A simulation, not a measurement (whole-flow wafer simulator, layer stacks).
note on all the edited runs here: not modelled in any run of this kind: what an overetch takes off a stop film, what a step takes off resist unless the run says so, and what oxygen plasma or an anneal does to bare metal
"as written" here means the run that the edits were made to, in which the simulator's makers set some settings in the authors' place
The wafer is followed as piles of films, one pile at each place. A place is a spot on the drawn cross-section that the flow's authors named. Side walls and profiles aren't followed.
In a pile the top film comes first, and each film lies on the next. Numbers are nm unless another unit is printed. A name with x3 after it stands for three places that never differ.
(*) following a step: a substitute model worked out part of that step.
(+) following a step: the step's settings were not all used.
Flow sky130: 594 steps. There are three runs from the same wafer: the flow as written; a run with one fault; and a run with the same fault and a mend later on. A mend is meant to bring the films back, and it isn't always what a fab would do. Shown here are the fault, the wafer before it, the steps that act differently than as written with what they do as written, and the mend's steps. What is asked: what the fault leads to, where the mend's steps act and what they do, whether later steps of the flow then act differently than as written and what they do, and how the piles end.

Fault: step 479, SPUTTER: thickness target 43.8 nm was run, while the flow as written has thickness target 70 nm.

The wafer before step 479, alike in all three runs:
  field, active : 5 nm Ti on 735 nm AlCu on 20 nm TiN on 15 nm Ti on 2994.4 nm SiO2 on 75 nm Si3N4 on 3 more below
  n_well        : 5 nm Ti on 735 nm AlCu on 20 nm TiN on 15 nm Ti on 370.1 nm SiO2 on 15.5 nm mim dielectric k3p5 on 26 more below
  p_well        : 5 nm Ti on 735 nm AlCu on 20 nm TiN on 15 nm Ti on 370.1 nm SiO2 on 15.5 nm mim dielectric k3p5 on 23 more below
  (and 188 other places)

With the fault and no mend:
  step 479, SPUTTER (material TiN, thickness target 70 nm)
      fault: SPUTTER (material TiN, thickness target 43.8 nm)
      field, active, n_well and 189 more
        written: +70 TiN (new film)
        fault: +43.8 TiN (new film)
  Later steps of the flow acting differently than as written (9 other steps are not shown; they differ only slightly, by no more than 2% or 0.5 nm, whichever is larger):
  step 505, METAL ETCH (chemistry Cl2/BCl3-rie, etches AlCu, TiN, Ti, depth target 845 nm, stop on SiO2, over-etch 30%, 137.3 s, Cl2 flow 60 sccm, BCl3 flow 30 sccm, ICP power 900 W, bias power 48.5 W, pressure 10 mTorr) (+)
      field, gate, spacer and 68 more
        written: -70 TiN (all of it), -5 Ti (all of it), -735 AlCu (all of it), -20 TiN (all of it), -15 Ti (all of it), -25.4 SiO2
        fault: -43.8 TiN (all of it), -5 Ti (all of it), -735 AlCu (all of it), -20 TiN (all of it), -15 Ti (all of it), -28 SiO2
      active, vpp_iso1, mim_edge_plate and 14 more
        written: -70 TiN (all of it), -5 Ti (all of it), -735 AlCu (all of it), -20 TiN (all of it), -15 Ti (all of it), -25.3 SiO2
        fault: -43.8 TiN (all of it), -5 Ti (all of it), -735 AlCu (all of it), -20 TiN (all of it), -15 Ti (all of it), -28 SiO2
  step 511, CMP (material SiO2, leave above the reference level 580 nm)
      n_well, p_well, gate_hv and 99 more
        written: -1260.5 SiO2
        fault: -1234.3 SiO2
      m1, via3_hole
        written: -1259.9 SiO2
        fault: -1233.7 SiO2
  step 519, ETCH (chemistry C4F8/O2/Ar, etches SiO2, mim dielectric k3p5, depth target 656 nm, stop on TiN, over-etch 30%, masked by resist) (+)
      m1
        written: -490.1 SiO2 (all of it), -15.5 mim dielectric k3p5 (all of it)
        fault: -516.3 SiO2 (all of it), -15.5 mim dielectric k3p5 (all of it)
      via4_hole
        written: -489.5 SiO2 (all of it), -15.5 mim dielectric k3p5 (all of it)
        fault: -515.7 SiO2 (all of it), -15.5 mim dielectric k3p5 (all of it)
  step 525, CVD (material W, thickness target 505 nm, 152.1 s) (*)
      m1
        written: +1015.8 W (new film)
        fault: +1042.2 W (new film)
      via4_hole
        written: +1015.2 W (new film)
        fault: +1041.5 W (new film)
  At n_well, p_well, gate_hv and 102 more, the piles at the end differ from the flow's by more than 2% or 0.5 nm, whichever is larger.
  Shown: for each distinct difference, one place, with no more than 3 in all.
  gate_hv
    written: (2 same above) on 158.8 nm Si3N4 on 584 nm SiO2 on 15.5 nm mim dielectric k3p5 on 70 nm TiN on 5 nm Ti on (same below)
    fault: (2 same above) on 158.8 nm Si3N4 on 610.2 nm SiO2 on 15.5 nm mim dielectric k3p5 on 43.8 nm TiN on 5 nm Ti on (same below)
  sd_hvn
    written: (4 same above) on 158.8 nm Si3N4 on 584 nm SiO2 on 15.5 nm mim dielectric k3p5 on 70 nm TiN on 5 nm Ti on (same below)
    fault: (4 same above) on 158.8 nm Si3N4 on 610.2 nm SiO2 on 15.5 nm mim dielectric k3p5 on 43.8 nm TiN on 5 nm Ti on (same below)
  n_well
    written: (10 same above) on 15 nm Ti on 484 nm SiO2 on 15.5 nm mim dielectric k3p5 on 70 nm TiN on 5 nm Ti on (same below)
    fault: (10 same above) on 15 nm Ti on 510.2 nm SiO2 on 15.5 nm mim dielectric k3p5 on 43.8 nm TiN on 5 nm Ti on (same below)

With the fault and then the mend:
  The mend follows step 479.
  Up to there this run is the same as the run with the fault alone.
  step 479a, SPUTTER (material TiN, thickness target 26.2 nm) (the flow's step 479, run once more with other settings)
      field, active, n_well and 189 more
        +26.2 TiN
  Every later step of the flow that is run acts as written at every place that is followed.
  By the end, the piles equal the flow's at every place that both follow.
